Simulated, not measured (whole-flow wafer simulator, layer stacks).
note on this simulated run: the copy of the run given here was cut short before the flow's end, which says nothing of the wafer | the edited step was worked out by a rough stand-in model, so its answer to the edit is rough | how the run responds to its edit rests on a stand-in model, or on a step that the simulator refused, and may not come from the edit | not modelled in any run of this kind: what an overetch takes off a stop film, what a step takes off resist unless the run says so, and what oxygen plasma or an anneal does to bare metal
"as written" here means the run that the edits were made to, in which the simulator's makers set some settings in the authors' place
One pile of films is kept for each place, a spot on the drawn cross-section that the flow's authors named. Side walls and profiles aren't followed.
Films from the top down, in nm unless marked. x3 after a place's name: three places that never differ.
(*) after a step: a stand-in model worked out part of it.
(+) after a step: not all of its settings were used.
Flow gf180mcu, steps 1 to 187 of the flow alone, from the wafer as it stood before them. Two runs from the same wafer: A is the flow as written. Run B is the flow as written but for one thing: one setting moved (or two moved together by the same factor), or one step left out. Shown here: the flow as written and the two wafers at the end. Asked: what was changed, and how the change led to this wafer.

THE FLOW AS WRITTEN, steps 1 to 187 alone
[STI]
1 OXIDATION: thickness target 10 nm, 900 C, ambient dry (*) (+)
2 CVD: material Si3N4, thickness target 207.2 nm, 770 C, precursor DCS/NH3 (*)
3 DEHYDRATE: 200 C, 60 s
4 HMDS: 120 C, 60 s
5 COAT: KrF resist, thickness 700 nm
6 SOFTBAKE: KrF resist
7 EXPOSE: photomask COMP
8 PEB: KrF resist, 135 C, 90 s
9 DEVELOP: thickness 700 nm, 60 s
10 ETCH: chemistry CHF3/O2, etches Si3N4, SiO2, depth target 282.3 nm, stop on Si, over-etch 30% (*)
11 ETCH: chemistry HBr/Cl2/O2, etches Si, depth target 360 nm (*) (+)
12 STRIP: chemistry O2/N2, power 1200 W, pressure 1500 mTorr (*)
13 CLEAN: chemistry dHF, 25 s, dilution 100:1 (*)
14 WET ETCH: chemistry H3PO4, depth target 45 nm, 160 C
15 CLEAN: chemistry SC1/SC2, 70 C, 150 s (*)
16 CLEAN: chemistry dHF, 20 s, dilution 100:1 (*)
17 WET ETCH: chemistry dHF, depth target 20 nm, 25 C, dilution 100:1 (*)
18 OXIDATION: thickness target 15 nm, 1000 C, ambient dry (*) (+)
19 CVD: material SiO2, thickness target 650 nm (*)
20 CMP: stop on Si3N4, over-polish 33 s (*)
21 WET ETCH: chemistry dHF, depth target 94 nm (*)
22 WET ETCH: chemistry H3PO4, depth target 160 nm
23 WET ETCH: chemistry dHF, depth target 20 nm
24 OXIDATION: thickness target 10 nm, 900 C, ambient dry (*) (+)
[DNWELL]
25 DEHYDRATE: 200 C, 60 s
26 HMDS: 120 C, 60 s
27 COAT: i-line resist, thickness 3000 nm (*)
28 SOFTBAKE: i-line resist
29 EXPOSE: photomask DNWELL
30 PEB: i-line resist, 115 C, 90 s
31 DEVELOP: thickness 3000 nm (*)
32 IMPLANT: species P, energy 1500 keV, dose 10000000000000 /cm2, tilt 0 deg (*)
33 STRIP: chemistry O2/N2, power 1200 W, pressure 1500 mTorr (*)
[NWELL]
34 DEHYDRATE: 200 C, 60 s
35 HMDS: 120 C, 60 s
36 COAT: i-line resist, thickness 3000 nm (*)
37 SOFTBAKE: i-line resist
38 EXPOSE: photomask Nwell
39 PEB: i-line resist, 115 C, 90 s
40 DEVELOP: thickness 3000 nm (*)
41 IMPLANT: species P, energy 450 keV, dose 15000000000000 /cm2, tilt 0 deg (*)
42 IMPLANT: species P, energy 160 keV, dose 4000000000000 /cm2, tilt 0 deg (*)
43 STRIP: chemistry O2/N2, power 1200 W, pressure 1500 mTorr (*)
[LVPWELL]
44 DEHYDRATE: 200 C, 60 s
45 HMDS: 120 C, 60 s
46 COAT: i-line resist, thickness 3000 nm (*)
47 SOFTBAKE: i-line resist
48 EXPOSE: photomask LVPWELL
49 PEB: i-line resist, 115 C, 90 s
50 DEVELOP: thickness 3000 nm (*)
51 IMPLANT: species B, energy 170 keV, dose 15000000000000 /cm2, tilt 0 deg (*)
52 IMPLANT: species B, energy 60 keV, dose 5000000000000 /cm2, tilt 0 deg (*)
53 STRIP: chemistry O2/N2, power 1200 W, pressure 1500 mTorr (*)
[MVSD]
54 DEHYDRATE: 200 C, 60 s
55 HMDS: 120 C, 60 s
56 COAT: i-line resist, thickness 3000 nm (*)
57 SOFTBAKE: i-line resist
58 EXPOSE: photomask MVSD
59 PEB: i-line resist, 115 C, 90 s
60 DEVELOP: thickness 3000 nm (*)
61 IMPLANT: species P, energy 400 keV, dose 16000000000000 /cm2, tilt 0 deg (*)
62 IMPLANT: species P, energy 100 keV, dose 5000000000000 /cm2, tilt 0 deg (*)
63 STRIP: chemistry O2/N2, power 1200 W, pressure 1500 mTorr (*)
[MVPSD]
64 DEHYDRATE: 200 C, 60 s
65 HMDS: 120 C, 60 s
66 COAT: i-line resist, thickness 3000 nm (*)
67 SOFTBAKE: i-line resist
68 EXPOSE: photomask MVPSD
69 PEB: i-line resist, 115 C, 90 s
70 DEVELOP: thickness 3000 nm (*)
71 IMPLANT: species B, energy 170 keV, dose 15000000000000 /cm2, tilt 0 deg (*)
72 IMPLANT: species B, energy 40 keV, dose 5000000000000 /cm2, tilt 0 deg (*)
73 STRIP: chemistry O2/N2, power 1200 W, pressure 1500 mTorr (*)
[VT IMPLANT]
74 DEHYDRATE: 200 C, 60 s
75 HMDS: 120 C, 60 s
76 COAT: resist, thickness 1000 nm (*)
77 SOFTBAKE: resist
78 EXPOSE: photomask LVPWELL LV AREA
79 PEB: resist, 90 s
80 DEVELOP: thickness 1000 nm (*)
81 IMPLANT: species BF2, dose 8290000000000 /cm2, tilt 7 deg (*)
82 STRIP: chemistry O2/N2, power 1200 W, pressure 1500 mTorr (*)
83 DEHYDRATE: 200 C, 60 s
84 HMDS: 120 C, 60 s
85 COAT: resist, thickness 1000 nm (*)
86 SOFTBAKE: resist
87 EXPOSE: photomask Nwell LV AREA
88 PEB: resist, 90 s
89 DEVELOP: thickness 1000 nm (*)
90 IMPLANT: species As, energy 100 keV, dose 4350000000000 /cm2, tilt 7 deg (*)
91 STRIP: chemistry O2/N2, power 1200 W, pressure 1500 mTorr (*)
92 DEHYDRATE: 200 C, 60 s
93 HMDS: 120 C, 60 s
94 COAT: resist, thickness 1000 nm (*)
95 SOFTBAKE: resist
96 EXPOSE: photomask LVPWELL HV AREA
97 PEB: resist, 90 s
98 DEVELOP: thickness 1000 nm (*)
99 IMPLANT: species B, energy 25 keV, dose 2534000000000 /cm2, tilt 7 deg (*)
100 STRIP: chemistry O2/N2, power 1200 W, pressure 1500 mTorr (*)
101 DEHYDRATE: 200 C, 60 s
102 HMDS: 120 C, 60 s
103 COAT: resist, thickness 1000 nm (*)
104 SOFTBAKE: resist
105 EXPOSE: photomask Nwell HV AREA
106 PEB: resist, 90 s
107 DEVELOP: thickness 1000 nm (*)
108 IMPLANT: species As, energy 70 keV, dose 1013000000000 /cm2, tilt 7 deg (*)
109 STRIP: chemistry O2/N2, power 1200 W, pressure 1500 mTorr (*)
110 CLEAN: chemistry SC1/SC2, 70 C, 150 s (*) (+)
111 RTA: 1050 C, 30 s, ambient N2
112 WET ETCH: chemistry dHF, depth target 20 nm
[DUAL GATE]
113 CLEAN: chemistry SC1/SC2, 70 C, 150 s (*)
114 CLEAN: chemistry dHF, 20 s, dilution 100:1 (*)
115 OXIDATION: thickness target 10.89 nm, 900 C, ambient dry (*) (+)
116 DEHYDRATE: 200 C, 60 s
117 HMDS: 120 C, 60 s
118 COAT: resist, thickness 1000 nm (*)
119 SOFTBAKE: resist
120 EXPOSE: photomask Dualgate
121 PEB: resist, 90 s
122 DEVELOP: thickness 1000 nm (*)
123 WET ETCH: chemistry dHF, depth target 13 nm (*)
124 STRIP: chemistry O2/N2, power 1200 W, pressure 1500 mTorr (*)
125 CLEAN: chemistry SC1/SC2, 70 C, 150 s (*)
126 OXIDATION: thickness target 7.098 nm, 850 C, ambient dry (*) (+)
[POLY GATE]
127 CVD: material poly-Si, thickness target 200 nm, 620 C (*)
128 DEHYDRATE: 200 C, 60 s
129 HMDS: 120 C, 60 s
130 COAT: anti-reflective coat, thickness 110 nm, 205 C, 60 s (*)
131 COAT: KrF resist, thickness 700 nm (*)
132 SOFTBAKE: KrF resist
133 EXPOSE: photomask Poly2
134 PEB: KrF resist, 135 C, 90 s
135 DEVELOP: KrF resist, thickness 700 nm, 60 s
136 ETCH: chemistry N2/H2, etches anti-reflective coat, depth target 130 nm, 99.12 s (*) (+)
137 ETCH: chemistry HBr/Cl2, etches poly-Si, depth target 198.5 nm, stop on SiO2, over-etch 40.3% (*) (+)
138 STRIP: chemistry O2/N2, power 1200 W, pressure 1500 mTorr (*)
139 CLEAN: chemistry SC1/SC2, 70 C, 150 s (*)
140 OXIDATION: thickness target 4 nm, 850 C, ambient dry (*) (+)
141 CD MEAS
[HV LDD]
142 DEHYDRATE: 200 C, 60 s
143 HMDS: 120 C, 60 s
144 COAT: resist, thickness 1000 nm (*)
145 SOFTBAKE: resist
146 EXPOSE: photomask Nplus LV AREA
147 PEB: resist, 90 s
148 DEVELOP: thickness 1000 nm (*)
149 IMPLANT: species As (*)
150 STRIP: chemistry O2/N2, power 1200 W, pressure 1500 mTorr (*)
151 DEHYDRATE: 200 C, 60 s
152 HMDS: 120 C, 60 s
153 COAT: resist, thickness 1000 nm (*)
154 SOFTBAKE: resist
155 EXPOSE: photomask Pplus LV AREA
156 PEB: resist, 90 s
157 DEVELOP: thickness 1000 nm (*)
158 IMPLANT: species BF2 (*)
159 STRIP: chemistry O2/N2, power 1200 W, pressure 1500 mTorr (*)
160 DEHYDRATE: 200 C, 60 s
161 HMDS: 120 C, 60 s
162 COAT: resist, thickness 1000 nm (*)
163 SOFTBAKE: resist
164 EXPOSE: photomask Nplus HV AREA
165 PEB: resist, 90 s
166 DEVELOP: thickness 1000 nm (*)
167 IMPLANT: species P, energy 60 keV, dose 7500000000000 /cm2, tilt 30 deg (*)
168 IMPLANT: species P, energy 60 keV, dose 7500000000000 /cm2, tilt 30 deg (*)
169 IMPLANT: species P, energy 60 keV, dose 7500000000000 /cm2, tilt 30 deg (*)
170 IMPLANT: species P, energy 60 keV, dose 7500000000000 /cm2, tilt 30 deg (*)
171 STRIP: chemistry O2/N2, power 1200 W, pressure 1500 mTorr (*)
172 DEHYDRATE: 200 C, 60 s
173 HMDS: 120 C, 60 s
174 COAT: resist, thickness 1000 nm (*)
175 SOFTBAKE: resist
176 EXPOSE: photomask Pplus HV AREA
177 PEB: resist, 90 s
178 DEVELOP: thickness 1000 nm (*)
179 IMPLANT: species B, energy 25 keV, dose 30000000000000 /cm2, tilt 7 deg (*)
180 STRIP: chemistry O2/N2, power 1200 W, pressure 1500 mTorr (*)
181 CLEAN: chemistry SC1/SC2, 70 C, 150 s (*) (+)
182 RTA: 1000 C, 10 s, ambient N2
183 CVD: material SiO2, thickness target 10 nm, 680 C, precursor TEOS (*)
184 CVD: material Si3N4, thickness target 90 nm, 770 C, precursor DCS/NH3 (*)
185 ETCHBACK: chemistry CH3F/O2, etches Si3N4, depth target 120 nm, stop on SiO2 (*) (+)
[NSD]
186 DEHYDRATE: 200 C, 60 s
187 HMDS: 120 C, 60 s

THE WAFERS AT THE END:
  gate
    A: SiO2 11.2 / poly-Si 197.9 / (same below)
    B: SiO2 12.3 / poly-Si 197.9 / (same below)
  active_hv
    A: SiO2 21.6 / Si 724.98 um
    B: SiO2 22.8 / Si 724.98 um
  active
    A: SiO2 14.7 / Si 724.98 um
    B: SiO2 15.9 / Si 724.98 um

The cause: step 184, CVD: thickness target 104 nm was run, where the flow has thickness target 90 nm.

How the change led to this, step by step:
  184 CVD: material Si3N4, thickness target 90 nm, 770 C, precursor DCS/NH3 (*)
      field, field__w1, field__w2 and 101 more: A Si3N4 +90 (new film) | B Si3N4 +104 (new film)
  185 ETCHBACK: chemistry CH3F/O2, etches Si3N4, depth target 120 nm, stop on SiO2 (*) (+)
      field, field__w1, field__w2 and 100 more: A Si3N4 -90 (all of it), SiO2 -2.5 | B Si3N4 -104 (all of it), SiO2 -1.33
